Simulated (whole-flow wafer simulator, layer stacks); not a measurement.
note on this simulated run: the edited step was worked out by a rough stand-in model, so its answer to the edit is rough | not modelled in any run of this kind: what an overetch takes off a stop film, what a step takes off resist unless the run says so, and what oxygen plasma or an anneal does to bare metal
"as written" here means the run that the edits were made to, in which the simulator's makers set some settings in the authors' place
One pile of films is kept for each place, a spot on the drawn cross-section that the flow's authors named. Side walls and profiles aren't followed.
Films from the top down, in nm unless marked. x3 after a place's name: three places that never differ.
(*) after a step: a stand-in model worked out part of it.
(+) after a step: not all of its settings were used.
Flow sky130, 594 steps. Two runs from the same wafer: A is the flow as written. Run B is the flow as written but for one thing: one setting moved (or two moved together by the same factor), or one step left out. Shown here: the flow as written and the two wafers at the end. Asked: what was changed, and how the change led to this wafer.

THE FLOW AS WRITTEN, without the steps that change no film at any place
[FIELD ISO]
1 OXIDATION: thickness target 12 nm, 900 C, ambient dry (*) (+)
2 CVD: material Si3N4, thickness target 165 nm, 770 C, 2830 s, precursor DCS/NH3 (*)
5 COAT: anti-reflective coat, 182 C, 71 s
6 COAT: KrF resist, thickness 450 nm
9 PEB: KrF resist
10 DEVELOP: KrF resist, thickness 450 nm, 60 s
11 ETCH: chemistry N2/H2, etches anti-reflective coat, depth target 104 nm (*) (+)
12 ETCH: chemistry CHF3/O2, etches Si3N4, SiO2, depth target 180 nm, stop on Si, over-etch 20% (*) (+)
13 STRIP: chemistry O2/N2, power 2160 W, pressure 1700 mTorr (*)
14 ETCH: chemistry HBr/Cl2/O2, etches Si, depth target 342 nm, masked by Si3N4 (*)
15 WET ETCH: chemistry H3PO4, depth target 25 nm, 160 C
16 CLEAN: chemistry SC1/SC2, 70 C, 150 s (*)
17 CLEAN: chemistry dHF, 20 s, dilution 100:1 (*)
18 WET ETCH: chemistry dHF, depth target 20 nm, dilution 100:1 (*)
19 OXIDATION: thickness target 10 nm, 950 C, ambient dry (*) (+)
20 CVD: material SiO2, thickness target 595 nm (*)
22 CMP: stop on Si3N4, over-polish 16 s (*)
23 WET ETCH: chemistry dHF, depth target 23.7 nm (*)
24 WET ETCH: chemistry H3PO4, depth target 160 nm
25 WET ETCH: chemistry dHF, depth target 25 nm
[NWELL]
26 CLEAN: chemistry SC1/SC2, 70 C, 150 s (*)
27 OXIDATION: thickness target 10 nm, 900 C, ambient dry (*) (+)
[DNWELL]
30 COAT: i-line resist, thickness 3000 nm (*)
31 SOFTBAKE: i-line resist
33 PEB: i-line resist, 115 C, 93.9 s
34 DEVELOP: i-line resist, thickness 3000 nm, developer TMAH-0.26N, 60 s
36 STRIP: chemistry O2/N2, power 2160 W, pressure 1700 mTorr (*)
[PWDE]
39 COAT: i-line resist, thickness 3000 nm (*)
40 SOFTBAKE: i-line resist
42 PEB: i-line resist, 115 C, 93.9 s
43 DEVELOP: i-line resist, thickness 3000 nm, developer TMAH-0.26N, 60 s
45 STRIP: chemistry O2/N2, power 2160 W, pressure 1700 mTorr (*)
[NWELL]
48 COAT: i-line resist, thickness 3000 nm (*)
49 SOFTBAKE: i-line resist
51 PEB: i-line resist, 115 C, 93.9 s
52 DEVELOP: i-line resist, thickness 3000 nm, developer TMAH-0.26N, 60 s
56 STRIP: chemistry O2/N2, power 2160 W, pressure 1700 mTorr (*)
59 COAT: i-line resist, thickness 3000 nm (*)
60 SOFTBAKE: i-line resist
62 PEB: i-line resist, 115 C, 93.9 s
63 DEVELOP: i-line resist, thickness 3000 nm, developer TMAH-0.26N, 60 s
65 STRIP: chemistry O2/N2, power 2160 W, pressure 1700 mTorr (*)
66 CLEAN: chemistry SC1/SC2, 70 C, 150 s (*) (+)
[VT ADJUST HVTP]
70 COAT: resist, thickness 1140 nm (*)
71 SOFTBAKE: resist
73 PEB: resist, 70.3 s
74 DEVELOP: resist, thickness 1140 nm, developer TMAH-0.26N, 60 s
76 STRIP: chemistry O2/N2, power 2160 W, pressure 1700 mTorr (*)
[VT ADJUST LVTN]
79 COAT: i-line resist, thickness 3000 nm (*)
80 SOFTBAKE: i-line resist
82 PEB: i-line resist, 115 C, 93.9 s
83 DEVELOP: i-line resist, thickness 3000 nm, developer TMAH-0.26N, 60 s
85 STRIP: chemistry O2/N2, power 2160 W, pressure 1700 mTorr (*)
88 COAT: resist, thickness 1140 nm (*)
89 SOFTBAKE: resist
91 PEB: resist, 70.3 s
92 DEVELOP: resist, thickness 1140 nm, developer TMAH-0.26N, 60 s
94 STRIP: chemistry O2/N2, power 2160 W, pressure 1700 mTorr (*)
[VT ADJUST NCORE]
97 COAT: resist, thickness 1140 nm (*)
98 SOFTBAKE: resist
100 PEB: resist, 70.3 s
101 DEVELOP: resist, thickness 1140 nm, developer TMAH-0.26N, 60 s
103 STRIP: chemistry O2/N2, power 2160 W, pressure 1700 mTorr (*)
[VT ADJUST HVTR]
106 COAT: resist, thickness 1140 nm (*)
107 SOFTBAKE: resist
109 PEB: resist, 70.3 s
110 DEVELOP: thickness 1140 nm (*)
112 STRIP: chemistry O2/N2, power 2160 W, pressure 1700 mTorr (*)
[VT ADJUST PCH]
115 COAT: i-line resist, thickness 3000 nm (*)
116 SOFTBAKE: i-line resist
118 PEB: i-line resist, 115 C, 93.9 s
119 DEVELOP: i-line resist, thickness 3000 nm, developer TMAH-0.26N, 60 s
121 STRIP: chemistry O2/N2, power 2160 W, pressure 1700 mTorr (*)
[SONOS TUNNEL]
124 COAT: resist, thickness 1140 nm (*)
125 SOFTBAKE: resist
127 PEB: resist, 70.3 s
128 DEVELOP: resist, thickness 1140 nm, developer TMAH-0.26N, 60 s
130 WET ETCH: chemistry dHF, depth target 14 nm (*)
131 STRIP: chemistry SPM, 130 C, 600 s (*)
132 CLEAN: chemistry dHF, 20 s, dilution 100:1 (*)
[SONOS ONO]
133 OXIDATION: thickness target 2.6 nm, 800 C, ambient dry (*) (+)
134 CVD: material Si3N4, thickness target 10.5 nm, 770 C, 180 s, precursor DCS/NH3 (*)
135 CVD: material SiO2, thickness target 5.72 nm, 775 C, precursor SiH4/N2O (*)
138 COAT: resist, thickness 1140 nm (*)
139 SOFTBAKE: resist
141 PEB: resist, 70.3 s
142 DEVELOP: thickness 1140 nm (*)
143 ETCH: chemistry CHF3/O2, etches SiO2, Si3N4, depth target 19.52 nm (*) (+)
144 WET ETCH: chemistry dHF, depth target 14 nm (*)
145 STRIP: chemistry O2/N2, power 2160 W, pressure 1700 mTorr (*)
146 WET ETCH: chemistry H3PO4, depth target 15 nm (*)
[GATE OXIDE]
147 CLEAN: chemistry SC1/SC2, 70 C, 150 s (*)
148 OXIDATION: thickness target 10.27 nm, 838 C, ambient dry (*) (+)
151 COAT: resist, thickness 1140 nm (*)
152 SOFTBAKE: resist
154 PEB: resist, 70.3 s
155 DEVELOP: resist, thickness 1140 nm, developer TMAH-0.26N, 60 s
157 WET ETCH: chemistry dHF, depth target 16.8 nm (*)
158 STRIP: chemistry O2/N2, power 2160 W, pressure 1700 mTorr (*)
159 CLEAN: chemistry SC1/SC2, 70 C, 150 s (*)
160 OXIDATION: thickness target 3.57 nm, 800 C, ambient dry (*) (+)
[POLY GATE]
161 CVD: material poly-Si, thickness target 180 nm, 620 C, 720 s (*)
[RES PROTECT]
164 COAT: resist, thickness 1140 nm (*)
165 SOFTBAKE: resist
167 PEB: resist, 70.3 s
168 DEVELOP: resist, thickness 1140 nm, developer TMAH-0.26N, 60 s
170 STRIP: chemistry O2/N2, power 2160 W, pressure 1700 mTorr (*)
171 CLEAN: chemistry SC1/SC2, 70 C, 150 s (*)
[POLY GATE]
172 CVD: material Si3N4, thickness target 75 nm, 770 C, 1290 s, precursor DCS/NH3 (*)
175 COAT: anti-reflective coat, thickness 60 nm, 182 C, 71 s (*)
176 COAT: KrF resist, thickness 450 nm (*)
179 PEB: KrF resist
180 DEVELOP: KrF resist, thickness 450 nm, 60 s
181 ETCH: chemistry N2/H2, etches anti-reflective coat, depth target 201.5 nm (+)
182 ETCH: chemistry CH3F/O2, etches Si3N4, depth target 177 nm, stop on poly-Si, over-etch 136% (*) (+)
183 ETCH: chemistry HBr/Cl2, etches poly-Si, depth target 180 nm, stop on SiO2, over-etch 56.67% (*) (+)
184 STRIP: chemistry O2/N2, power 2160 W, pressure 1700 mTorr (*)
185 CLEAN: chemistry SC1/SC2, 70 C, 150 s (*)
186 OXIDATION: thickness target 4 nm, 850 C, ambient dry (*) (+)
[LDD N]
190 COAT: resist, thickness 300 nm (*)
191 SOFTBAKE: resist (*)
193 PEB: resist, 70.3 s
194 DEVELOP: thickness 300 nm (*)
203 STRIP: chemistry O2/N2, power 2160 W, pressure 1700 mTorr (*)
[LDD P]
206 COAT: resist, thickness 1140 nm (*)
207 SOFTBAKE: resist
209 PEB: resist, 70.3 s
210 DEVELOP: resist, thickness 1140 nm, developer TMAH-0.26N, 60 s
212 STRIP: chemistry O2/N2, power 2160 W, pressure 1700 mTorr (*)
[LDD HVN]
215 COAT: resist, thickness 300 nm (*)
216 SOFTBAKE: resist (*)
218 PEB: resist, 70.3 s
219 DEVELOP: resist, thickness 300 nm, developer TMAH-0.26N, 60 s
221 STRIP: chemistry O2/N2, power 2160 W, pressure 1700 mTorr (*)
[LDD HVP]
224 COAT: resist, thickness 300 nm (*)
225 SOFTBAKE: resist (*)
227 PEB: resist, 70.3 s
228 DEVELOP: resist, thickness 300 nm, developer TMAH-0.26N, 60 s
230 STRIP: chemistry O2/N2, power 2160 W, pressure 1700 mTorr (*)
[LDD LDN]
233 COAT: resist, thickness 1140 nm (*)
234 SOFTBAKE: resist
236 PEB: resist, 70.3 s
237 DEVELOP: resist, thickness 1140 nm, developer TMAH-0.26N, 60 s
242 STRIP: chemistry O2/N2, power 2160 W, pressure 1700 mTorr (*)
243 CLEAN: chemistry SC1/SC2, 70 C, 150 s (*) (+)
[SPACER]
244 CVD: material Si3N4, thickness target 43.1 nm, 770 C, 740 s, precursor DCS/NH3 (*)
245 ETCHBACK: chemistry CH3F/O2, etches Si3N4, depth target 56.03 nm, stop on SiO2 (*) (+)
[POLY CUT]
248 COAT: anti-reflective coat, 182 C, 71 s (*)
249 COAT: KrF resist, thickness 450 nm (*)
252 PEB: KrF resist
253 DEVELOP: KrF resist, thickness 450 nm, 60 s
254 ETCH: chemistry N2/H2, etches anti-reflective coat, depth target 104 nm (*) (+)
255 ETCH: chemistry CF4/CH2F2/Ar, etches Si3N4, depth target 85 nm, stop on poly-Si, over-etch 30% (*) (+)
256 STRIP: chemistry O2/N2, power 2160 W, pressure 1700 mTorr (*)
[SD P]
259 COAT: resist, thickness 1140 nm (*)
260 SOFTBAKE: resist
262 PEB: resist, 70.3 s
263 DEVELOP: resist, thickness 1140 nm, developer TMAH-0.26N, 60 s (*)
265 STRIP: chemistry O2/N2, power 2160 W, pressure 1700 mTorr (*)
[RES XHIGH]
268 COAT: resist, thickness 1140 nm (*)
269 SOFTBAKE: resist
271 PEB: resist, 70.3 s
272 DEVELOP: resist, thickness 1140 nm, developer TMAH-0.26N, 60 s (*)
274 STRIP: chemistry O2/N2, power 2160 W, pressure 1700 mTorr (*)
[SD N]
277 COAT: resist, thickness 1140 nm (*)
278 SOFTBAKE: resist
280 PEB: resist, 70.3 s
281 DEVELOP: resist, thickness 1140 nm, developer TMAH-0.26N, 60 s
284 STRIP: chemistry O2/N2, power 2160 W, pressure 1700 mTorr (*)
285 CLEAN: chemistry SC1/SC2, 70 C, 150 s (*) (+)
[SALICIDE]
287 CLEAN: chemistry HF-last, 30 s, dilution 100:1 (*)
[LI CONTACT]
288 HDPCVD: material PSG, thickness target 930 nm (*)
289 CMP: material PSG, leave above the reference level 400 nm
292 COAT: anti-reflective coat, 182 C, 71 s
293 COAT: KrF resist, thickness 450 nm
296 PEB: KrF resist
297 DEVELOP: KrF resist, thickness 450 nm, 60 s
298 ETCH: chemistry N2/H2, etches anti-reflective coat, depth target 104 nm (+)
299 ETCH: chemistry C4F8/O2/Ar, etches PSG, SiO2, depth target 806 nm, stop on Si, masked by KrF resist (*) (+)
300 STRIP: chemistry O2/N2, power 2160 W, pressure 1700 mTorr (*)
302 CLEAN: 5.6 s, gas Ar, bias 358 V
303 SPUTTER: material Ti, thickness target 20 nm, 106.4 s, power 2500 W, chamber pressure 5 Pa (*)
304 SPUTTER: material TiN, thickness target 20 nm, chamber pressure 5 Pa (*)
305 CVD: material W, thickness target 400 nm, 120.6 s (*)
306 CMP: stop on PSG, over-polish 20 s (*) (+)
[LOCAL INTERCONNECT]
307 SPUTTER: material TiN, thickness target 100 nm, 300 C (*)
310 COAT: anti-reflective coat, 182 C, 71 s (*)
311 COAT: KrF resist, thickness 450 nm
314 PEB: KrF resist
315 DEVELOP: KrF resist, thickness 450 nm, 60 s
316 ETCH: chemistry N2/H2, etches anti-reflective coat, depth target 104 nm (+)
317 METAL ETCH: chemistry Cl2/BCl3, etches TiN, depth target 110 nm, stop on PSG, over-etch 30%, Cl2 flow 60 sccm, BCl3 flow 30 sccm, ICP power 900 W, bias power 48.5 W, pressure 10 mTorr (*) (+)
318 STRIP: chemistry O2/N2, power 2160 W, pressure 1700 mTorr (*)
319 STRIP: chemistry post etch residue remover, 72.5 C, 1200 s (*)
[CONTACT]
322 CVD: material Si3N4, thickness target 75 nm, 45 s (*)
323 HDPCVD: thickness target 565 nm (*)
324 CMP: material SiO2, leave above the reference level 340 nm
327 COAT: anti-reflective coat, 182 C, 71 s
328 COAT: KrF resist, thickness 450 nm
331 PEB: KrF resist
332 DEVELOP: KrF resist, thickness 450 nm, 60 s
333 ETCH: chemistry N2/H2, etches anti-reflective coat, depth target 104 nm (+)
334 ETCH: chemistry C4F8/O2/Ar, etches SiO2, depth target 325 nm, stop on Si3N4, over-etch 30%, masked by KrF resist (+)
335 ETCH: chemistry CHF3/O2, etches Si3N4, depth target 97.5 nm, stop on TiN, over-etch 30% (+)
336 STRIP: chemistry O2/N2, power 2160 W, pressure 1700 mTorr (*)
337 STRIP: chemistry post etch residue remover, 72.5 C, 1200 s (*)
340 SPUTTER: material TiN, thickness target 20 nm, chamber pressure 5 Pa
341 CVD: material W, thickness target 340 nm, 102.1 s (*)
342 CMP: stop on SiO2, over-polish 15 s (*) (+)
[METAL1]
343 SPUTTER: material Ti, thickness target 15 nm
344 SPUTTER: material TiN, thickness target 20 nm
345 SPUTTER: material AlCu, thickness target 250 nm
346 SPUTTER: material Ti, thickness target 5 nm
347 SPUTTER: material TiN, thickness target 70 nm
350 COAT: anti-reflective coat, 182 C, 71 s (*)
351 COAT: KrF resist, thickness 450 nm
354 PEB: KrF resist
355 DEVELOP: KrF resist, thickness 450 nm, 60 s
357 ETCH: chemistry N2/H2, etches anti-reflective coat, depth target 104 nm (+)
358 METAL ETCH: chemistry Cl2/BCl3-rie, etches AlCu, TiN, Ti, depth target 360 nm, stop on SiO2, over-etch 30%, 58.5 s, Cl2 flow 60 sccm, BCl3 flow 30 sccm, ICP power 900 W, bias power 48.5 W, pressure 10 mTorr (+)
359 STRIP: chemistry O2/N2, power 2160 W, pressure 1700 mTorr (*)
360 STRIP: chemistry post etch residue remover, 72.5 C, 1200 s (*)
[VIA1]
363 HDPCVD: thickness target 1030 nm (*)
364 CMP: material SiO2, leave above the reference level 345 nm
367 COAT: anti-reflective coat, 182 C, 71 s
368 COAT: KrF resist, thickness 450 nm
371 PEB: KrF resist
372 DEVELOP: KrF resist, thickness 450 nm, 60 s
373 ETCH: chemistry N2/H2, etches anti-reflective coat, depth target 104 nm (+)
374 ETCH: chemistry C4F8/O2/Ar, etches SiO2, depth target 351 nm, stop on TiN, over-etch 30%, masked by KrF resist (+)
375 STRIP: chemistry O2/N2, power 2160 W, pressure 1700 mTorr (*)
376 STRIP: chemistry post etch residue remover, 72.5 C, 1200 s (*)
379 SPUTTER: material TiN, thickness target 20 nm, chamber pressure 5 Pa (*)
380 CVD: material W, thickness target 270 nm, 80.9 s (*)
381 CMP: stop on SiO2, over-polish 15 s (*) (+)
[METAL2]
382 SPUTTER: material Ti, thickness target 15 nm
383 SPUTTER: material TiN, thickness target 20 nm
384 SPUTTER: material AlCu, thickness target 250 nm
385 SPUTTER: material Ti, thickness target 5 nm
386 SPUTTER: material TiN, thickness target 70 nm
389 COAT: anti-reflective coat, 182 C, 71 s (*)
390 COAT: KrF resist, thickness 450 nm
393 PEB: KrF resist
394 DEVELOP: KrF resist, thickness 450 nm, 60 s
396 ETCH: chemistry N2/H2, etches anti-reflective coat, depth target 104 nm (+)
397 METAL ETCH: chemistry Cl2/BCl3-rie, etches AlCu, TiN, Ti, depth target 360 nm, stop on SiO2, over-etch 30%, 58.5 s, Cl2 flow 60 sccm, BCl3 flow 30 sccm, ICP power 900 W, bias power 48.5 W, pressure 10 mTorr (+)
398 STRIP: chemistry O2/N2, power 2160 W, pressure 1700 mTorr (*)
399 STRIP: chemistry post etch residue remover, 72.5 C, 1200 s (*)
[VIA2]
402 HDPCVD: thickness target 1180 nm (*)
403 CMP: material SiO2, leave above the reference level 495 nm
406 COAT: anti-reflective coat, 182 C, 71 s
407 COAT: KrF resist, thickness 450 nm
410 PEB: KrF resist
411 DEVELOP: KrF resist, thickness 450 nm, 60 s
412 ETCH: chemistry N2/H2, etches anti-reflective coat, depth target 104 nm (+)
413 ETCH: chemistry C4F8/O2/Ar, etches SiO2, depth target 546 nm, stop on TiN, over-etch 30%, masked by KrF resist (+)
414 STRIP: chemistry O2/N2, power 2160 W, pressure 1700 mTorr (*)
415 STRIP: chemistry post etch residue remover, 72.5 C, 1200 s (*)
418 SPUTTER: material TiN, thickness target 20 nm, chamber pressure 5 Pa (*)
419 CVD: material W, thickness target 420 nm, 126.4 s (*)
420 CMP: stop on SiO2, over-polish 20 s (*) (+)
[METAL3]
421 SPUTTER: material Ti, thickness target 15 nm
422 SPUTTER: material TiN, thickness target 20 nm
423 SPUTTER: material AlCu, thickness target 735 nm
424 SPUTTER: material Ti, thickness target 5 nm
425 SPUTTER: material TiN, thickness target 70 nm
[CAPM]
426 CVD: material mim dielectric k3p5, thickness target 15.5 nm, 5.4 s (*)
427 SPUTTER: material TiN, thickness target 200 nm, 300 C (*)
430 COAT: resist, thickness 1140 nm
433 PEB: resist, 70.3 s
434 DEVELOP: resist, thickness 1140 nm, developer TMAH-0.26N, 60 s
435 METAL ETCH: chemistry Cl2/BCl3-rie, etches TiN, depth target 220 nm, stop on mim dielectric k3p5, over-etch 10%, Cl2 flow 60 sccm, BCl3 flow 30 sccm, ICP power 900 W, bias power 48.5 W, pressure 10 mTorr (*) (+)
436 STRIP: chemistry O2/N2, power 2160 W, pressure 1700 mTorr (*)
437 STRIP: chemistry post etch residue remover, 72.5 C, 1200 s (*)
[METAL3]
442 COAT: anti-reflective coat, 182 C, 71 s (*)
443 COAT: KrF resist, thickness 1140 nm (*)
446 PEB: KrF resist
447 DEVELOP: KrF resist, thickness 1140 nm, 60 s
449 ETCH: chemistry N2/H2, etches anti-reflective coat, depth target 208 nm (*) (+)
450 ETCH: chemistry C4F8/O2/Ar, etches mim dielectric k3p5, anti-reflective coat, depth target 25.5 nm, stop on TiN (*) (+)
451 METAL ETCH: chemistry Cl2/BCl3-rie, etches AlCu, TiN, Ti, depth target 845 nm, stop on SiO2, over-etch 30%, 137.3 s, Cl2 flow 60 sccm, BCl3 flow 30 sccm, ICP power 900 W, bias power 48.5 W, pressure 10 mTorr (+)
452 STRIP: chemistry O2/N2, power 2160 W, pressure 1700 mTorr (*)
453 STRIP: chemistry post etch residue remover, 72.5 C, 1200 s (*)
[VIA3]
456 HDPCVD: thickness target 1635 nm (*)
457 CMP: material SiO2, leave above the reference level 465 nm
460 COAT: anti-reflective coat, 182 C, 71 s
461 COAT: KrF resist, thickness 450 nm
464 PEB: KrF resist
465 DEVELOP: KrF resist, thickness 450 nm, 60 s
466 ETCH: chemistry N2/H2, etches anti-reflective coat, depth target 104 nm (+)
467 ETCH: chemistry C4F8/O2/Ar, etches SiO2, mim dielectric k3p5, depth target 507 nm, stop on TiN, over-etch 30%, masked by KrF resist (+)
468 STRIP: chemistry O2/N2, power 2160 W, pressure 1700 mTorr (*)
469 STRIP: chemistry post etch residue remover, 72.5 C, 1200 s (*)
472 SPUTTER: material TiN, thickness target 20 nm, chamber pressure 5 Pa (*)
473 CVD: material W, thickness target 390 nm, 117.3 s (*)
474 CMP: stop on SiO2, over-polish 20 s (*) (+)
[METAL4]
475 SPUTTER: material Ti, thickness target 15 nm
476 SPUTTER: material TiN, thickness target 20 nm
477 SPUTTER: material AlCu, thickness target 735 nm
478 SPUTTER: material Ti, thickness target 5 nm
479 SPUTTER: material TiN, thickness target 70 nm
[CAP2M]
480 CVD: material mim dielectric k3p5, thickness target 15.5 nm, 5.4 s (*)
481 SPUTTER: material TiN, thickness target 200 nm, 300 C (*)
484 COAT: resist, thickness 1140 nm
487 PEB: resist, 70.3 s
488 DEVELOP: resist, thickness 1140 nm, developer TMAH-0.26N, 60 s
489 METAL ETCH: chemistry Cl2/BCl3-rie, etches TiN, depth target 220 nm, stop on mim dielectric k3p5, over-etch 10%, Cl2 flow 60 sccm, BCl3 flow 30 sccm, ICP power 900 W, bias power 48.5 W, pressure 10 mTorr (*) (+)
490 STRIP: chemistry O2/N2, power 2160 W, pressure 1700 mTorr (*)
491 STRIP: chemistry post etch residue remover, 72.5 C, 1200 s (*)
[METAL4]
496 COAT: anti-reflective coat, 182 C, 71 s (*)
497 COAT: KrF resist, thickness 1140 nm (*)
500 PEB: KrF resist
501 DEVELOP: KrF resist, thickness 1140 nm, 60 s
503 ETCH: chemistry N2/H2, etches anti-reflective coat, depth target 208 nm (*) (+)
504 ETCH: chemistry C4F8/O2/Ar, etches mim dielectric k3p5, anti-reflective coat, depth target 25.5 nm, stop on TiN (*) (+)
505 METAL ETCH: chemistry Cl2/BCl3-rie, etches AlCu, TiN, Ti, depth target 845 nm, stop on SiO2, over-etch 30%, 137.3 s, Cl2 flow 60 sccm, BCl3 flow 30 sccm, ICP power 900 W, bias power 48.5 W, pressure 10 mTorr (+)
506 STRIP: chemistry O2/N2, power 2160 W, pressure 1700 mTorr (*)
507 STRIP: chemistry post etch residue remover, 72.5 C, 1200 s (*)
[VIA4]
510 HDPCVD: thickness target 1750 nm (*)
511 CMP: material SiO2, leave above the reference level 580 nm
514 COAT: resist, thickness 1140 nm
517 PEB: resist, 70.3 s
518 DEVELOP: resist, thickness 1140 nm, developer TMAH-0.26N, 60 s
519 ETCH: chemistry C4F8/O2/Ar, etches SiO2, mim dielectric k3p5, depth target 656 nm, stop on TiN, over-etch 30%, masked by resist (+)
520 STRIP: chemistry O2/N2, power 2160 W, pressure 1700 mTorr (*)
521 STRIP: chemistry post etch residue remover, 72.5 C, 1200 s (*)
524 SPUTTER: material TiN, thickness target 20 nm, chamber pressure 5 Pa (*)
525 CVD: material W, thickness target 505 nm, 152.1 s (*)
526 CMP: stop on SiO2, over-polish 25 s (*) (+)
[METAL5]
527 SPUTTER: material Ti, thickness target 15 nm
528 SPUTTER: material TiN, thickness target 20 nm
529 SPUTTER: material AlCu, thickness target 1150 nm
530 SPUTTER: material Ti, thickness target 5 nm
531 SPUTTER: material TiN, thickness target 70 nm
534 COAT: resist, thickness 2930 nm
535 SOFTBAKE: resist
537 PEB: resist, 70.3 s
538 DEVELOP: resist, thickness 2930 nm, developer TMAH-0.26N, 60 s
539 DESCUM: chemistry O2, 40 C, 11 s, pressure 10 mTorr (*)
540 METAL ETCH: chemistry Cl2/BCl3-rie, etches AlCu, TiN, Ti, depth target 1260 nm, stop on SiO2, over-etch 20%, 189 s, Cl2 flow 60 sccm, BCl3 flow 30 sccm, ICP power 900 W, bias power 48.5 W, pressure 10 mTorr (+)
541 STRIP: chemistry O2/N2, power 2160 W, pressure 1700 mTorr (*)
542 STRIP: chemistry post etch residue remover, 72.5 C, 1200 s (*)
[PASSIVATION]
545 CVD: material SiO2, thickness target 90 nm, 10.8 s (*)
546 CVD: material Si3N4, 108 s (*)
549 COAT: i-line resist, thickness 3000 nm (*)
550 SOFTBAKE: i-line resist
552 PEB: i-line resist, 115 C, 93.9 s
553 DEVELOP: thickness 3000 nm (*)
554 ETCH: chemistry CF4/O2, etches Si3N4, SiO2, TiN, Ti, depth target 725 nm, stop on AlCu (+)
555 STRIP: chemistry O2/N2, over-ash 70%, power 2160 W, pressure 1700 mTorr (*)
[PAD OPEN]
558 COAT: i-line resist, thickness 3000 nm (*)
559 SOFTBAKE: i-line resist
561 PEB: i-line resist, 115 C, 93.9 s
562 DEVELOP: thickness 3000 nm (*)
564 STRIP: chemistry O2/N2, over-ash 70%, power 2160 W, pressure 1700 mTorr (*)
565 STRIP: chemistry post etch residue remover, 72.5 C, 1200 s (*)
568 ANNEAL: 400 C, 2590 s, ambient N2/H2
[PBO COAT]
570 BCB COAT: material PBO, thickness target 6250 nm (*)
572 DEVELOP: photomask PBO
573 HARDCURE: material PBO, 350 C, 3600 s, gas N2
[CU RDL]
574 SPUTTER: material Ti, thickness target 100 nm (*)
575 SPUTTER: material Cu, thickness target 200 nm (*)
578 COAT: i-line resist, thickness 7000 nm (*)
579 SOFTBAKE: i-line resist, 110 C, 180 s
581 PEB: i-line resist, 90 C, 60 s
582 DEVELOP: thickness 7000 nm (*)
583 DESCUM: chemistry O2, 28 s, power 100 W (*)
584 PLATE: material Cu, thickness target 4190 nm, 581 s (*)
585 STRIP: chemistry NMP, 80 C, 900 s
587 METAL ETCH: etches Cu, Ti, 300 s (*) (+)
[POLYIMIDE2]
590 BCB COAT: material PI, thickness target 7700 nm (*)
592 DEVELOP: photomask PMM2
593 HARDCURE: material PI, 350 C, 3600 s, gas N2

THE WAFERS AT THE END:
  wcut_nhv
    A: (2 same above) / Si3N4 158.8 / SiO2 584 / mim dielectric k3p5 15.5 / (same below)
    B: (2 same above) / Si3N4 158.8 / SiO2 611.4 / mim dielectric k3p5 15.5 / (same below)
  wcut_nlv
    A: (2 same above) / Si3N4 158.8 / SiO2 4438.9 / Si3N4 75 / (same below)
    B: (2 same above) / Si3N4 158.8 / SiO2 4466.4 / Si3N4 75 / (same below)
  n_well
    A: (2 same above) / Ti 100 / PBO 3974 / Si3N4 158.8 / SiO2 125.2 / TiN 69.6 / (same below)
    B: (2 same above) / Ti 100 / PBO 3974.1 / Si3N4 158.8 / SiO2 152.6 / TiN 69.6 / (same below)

The cause: step 545, CVD: thickness target 110 nm was run, where the flow has thickness target 90 nm; step 545, CVD: 13.2 s was run, where the flow has 10.8 s.

How the change led to this, step by step:
  545 CVD: material SiO2, thickness target 90 nm, 10.8 s (*)
      field, active, gate and 175 more: A SiO2 +125.2 | B SiO2 +152.6
      n_well, p_well, sd_n and 12 more: A SiO2 +125.2 (new film) | B SiO2 +152.6 (new film)
  550 SOFTBAKE: i-line resist
      gate_p_lvt, iso_guard_hv_nw: A i-line resist +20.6 | B i-line resist +21.4
      active: A i-line resist +12 | B i-line resist +12.6
      (and at 47 more places)
  554 ETCH: chemistry CF4/O2, etches Si3N4, SiO2, TiN, Ti, depth target 725 nm, stop on AlCu (+)
      field, active, n_well and 189 more: A i-line resist -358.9 | B i-line resist -386.3
      pad: A Si3N4 -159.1 (all of it), SiO2 -125.2 (all of it), TiN -69.6 (all of it), Ti -5 (all of it) | B Si3N4 -159.1 (all of it), SiO2 -152.6 (all of it), TiN -69.6 (all of it), Ti -5 (all of it)
  555 STRIP: chemistry O2/N2, over-ash 70%, power 2160 W, pressure 1700 mTorr (*)
      n_well, p_well, sd_n, sd_p: A i-line resist -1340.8 (all of it) | B i-line resist -1313.4 (all of it)
  559 SOFTBAKE: i-line resist
      gate_p_lvt, iso_guard_hv_nw: A i-line resist +20.6 | B i-line resist +21.4
      field: A i-line resist +12.5 | B i-line resist +13.2
      (and at 53 more places)
  578 COAT: i-line resist, thickness 7000 nm (*)
      pad: A i-line resist +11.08 um (new film) | B i-line resist +11.11 um (new film)
  582 DEVELOP: thickness 7000 nm (*)
      pad: A i-line resist -11.08 um (all of it) | B i-line resist -11.11 um (all of it)
